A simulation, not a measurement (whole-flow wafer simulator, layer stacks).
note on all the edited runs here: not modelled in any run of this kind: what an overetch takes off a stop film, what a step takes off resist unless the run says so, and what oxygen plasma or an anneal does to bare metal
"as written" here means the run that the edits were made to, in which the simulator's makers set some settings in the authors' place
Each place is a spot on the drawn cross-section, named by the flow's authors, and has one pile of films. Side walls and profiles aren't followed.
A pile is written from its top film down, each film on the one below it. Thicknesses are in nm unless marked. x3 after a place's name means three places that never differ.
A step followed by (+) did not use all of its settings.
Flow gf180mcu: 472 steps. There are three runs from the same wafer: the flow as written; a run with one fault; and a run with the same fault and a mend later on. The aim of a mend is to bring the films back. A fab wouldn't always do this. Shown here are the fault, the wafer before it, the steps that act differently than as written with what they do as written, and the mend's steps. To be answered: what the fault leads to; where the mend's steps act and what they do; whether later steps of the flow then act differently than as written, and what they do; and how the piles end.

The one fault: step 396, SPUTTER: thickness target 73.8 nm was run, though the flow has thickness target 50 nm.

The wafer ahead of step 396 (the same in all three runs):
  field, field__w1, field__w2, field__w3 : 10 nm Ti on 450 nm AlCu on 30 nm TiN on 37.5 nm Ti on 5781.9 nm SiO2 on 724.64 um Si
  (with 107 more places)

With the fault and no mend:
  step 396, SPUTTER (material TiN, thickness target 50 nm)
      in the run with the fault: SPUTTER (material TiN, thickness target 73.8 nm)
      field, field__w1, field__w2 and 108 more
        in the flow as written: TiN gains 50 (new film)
        in the run with the fault: TiN gains 73.8 (new film)
  Later steps of the flow acting differently than as written (1 other step is not shown; it differs only slightly, by no more than 2% or 0.5 nm, whichever is larger):
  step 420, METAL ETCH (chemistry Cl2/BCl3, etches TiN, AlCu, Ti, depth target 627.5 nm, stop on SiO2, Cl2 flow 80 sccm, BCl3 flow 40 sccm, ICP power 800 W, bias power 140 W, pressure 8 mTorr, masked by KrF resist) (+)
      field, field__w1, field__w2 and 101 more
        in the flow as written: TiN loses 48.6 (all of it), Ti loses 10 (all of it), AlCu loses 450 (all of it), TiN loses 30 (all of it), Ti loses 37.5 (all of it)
        in the run with the fault: TiN loses 72.4 (all of it), Ti loses 10 (all of it), AlCu loses 450 (all of it), TiN loses 30 (all of it), Ti loses 37.5 (all of it)
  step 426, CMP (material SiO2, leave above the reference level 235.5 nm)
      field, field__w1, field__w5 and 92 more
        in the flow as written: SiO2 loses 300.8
        in the run with the fault: SiO2 loses 277
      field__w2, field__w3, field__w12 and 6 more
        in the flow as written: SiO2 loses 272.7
        in the run with the fault: SiO2 loses 247.8
  By the end, the piles at field__w4, field__w8, contact, m1, m1__w1, mim, mim_1p0, m1_nw depart from the flow's by more than 2% or 0.5 nm, whichever is larger.
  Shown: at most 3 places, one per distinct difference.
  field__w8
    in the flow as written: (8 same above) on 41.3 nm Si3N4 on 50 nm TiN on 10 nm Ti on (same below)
    in the run with the fault: (8 same above) on 41.3 nm Si3N4 on 73.8 nm TiN on 10 nm Ti on (same below)
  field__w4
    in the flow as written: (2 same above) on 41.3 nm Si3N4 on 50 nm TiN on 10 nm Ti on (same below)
    in the run with the fault: (2 same above) on 41.3 nm Si3N4 on 73.8 nm TiN on 10 nm Ti on (same below)
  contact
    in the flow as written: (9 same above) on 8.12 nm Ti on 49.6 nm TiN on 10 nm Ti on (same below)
    in the run with the fault: (9 same above) on 8.12 nm Ti on 73.4 nm TiN on 10 nm Ti on (same below)

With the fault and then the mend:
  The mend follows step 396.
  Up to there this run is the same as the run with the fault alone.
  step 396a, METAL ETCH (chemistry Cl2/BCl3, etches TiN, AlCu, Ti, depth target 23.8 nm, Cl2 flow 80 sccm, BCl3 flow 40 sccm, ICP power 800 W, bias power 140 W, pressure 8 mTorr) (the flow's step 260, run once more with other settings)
      field, field__w1, field__w2 and 108 more
        TiN loses 23.8
  Later steps of the flow that are run all act as written at every place that is followed.
  By the end, the piles equal the flow's at every place that both follow.
